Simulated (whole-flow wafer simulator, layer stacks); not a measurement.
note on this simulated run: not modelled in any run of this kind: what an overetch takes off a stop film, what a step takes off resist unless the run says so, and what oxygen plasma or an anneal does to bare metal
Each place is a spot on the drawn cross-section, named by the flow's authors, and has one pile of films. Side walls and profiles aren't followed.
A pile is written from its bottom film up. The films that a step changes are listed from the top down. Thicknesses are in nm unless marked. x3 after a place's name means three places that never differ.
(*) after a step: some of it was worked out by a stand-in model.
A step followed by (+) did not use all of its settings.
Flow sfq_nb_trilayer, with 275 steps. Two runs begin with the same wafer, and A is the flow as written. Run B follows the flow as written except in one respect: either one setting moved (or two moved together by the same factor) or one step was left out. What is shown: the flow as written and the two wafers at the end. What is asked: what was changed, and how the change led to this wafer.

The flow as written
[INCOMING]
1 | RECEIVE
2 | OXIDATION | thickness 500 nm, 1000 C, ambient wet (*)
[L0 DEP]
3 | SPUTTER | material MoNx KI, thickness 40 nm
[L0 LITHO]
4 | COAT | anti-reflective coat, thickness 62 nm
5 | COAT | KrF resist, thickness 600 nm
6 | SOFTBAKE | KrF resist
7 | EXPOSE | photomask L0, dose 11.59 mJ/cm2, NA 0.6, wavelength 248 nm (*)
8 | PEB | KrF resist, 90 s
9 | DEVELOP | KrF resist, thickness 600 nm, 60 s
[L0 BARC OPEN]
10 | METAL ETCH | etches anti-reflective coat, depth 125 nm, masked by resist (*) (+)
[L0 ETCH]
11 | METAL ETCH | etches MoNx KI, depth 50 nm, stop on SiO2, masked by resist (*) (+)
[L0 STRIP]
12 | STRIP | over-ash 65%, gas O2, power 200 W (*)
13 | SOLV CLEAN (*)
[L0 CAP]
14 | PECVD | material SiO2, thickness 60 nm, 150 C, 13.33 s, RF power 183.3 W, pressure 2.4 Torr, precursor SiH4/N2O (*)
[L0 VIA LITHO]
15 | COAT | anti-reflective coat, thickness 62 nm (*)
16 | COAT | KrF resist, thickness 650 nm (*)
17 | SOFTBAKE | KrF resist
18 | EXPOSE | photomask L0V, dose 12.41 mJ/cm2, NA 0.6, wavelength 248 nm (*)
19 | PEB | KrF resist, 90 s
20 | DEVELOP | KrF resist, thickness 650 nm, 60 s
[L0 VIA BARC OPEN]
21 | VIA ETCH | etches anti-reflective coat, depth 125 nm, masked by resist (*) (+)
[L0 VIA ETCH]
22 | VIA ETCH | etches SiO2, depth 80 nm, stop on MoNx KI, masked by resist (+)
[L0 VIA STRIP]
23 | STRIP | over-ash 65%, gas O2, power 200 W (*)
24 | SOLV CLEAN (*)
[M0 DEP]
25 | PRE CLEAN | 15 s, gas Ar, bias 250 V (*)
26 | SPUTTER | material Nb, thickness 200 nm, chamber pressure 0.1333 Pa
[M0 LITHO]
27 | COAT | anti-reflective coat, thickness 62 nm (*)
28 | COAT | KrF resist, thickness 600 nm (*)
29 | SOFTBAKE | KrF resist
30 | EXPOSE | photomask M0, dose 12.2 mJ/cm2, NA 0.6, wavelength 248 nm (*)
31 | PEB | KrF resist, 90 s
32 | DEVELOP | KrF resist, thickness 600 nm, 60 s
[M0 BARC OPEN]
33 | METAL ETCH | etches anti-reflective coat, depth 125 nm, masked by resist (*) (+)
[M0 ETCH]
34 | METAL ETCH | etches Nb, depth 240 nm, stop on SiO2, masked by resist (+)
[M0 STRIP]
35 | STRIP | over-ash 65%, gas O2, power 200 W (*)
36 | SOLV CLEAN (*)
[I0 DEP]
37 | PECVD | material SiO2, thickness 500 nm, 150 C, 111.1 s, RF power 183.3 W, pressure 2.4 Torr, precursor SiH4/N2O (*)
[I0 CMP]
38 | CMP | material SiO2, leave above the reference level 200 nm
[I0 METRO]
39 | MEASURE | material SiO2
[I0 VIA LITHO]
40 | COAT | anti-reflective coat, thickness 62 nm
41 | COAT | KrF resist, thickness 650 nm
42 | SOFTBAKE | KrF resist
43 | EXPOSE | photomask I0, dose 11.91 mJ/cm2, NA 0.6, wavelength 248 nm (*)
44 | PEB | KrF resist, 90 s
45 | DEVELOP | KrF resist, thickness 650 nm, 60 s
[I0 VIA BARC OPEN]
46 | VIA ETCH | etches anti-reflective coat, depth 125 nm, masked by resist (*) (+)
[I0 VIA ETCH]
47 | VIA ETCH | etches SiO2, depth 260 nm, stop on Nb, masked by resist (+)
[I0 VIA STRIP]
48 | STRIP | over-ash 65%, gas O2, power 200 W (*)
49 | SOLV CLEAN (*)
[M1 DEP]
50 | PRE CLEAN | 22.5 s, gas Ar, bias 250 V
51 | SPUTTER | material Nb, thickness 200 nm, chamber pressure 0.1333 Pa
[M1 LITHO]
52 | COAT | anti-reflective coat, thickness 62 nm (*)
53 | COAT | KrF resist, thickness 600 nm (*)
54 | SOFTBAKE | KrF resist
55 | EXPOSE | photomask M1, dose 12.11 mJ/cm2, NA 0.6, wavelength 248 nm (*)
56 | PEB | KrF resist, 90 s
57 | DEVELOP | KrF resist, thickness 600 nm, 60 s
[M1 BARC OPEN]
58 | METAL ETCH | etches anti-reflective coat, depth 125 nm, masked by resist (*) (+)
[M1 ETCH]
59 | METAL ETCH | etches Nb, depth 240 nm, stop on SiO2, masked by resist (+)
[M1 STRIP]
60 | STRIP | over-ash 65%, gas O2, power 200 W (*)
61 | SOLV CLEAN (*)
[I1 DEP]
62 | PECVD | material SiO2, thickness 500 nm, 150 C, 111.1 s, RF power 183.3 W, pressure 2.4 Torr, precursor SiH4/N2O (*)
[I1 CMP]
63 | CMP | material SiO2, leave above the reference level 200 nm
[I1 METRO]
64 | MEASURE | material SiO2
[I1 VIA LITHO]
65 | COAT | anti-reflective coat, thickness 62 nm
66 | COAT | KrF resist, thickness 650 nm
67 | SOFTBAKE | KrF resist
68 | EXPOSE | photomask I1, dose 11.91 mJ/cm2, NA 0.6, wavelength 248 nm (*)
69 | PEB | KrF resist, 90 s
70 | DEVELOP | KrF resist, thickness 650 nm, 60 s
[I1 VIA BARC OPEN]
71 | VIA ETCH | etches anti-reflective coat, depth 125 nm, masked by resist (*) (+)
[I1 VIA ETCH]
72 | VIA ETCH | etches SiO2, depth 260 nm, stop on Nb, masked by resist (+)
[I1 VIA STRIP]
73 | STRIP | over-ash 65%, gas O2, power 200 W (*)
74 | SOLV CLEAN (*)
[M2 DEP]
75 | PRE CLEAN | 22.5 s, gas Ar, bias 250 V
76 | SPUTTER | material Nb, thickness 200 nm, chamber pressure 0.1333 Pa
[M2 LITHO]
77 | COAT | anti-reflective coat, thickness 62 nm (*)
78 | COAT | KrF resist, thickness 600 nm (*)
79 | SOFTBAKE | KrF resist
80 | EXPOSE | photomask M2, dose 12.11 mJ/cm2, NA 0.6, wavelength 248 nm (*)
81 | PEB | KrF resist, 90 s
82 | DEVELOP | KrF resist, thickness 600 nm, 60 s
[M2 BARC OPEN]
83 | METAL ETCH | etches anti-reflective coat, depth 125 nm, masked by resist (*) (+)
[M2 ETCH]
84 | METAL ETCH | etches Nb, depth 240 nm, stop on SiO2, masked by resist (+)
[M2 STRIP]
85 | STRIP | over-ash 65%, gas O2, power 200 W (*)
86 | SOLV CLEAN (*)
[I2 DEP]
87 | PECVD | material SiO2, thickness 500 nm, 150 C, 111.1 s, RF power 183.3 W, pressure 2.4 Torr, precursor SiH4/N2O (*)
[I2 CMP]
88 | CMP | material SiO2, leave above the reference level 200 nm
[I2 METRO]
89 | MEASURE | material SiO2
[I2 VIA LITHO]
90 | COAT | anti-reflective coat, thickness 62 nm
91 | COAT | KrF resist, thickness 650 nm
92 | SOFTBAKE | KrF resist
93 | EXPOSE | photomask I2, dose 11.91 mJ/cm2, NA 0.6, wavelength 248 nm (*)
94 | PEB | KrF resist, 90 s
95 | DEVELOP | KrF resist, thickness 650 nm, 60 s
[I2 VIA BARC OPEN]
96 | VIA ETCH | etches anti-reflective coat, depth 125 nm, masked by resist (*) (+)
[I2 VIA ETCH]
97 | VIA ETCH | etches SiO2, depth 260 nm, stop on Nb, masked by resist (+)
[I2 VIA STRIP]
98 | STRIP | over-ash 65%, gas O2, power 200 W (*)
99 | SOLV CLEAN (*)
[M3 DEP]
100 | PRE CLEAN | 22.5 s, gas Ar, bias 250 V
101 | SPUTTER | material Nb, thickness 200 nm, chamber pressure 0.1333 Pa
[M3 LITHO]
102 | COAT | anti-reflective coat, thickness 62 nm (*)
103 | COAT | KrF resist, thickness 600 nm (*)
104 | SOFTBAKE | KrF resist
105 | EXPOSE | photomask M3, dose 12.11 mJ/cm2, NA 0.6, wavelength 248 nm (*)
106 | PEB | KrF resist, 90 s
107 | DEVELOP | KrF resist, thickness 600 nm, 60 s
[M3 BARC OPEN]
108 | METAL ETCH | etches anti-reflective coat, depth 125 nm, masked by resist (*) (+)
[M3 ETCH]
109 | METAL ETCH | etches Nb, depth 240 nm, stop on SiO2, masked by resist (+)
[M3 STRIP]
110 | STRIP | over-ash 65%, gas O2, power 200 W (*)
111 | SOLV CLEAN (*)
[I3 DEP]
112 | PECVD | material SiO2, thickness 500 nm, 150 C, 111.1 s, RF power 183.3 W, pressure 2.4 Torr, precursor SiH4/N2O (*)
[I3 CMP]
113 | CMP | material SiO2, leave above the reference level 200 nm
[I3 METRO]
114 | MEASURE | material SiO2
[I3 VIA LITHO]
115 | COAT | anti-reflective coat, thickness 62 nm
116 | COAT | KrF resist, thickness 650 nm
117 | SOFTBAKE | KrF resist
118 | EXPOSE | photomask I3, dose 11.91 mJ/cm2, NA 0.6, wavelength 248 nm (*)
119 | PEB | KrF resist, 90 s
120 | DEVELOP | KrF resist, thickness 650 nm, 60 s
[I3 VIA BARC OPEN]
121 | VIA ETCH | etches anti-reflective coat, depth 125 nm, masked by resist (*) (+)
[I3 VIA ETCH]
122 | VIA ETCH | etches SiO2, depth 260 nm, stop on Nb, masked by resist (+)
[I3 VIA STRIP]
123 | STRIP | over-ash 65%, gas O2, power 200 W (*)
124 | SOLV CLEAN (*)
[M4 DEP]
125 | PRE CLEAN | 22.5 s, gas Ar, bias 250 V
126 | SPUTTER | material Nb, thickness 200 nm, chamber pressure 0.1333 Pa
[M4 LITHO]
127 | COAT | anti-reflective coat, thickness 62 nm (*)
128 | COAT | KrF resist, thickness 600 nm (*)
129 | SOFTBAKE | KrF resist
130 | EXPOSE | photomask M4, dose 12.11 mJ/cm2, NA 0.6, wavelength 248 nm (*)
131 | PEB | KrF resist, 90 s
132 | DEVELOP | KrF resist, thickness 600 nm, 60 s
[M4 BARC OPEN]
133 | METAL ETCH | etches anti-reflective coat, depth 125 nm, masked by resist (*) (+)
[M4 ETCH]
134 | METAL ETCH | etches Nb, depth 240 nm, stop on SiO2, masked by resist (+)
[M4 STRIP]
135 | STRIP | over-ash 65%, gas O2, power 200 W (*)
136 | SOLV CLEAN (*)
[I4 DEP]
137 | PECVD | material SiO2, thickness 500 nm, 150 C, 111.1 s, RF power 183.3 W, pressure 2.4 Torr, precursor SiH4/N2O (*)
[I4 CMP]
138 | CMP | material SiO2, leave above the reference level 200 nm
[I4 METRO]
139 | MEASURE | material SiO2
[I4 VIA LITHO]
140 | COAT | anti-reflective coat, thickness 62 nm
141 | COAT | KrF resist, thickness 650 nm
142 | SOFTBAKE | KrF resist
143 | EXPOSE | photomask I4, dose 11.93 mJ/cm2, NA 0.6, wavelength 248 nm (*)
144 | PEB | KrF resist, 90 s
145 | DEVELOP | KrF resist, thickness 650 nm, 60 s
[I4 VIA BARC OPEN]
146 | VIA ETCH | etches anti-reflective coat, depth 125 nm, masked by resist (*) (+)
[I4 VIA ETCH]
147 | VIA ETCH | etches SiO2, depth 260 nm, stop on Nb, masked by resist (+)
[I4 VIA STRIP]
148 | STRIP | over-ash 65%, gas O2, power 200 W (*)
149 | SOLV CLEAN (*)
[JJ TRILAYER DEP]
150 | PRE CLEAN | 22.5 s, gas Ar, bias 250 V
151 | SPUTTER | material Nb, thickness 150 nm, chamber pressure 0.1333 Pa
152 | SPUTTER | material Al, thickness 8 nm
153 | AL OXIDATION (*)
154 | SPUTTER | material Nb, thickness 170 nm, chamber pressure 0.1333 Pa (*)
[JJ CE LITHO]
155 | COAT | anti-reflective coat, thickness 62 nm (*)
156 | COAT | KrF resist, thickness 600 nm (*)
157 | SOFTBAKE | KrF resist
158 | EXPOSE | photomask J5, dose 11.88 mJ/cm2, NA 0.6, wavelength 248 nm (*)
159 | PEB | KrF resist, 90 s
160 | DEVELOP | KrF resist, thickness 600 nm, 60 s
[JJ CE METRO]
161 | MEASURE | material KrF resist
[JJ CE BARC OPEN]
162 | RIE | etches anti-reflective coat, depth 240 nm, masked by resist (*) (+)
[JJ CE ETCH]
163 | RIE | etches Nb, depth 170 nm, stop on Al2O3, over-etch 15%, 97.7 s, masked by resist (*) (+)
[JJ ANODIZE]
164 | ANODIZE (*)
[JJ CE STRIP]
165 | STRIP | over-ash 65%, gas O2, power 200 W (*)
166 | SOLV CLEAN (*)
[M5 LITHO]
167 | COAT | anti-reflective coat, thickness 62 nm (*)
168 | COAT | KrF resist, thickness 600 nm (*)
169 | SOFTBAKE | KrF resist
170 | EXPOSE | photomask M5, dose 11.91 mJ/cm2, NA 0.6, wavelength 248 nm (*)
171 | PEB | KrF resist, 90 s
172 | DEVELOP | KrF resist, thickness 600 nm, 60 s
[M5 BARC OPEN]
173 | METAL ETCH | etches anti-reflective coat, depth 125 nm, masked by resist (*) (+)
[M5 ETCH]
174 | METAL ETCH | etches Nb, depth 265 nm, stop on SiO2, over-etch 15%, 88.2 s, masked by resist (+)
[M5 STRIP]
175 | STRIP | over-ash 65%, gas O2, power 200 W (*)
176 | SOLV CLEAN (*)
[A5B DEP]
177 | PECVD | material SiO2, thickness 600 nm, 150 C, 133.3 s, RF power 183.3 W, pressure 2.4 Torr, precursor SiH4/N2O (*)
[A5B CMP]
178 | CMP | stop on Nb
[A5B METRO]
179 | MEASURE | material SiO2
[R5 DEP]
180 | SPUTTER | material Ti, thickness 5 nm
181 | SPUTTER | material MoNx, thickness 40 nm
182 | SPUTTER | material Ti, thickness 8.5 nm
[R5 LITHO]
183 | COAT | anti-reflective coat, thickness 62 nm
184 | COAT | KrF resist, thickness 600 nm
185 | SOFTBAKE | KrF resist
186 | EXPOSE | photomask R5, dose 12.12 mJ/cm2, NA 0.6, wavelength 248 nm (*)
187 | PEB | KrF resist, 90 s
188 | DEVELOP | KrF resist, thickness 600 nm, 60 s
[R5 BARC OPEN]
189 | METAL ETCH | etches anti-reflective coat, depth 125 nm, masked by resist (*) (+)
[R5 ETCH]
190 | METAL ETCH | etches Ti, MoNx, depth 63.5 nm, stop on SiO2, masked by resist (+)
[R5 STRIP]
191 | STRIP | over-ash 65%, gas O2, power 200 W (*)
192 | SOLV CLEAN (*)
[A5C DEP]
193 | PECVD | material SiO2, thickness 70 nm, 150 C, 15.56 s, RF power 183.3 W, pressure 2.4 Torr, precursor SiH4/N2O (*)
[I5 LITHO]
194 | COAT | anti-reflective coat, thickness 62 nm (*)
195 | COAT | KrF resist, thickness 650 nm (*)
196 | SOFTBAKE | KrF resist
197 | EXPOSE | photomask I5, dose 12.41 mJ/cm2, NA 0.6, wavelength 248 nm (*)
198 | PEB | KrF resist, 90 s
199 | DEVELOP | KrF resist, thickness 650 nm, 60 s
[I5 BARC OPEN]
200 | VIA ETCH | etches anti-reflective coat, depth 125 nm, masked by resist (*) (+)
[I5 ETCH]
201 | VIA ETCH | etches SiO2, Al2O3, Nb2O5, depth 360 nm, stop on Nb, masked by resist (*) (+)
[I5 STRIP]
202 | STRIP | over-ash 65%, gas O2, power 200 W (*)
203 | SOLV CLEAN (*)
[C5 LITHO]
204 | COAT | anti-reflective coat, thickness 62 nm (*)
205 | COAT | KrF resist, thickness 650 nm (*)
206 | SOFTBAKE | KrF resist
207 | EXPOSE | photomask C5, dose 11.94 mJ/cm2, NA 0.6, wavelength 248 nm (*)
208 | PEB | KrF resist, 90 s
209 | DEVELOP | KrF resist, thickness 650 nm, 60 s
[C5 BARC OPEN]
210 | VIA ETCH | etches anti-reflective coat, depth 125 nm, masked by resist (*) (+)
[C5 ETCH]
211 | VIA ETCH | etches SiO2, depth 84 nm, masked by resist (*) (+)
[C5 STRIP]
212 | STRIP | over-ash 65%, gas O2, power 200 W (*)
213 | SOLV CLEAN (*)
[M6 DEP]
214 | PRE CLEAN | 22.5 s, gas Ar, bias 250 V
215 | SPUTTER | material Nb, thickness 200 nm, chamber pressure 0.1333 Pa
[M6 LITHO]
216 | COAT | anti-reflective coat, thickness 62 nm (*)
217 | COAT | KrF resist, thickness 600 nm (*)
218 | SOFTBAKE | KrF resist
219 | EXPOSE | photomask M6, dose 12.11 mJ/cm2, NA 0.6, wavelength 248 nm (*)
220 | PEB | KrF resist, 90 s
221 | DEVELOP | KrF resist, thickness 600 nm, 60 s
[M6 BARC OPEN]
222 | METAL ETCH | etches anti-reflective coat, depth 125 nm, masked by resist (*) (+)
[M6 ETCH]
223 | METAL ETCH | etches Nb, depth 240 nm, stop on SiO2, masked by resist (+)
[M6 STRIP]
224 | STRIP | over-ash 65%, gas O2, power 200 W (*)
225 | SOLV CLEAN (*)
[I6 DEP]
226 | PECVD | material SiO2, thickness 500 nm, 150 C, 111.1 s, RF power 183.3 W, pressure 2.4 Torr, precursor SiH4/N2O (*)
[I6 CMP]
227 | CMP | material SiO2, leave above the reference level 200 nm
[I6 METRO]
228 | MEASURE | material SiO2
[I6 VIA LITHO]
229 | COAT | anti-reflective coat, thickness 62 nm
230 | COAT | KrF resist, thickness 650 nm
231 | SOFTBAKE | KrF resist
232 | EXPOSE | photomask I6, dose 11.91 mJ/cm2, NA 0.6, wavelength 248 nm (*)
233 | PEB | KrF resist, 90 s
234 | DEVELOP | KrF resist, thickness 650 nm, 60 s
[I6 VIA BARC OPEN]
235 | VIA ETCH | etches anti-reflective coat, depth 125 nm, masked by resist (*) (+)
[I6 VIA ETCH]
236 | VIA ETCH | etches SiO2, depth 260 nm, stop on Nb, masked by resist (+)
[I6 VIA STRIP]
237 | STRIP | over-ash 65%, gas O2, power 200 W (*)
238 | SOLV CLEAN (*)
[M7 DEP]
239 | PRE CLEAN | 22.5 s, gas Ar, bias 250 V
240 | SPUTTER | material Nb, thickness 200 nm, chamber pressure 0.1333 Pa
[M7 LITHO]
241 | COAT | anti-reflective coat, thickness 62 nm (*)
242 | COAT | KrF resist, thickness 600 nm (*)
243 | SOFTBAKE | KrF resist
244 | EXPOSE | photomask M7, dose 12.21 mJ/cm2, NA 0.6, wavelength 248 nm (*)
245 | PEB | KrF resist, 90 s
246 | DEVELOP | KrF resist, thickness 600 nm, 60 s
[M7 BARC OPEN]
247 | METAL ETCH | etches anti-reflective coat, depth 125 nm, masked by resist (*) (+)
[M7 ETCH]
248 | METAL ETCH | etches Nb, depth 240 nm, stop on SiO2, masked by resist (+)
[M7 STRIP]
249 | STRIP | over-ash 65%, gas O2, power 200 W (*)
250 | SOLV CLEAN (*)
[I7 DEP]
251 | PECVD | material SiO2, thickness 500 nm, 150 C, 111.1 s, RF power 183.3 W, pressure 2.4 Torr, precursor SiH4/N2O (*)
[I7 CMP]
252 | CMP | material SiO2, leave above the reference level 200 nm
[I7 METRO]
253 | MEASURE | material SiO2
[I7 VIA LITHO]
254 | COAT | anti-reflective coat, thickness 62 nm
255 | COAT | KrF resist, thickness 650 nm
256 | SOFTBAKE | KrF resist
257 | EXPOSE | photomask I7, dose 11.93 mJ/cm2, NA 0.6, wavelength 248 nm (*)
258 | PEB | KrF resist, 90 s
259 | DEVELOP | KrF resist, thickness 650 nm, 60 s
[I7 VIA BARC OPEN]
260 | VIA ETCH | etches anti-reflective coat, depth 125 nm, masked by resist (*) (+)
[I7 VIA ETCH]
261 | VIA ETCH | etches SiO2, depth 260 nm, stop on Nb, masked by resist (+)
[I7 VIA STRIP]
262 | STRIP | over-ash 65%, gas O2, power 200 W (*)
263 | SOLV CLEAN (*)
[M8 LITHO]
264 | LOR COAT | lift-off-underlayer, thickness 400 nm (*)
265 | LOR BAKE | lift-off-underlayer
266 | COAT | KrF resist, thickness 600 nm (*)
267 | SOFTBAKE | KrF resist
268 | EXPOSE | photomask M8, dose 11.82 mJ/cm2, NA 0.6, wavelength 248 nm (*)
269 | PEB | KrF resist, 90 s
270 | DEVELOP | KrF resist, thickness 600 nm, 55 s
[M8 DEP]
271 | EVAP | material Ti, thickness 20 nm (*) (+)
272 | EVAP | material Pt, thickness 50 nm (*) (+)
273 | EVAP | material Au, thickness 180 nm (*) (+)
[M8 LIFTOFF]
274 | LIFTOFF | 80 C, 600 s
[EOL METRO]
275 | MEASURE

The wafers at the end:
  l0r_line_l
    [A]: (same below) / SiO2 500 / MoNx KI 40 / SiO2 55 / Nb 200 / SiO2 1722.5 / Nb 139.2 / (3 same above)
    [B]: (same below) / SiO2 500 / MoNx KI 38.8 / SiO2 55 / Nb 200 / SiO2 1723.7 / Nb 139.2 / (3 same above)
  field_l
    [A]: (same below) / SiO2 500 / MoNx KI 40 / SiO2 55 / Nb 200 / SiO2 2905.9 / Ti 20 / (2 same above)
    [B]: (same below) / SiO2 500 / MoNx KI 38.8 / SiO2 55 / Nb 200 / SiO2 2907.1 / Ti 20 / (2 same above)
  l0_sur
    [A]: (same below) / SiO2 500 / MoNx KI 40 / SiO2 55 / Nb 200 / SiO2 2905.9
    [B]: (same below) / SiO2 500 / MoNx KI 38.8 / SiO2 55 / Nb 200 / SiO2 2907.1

The reason: step 3, SPUTTER: thickness 38.8 nm was run, whereas the flow has thickness 40 nm.
The wafer lets one read it off: l0r_line_l has MoNx KI 38.8, and step 3 as written asks for 40 nm.

The path from the change to this, step by step:
  3 | SPUTTER | material MoNx KI, thickness 40 nm
      field_l, v_sur, via_wl and 103 more: A MoNx KI gains 40 (new film) | B MoNx KI gains 38.8 (new film)
  11 | METAL ETCH | etches MoNx KI, depth 50 nm, stop on SiO2, masked by resist (*) (+)
      v_sur, via_wl, via_w and 97 more: A MoNx KI loses 40 (all of it) | B MoNx KI loses 38.8 (all of it)
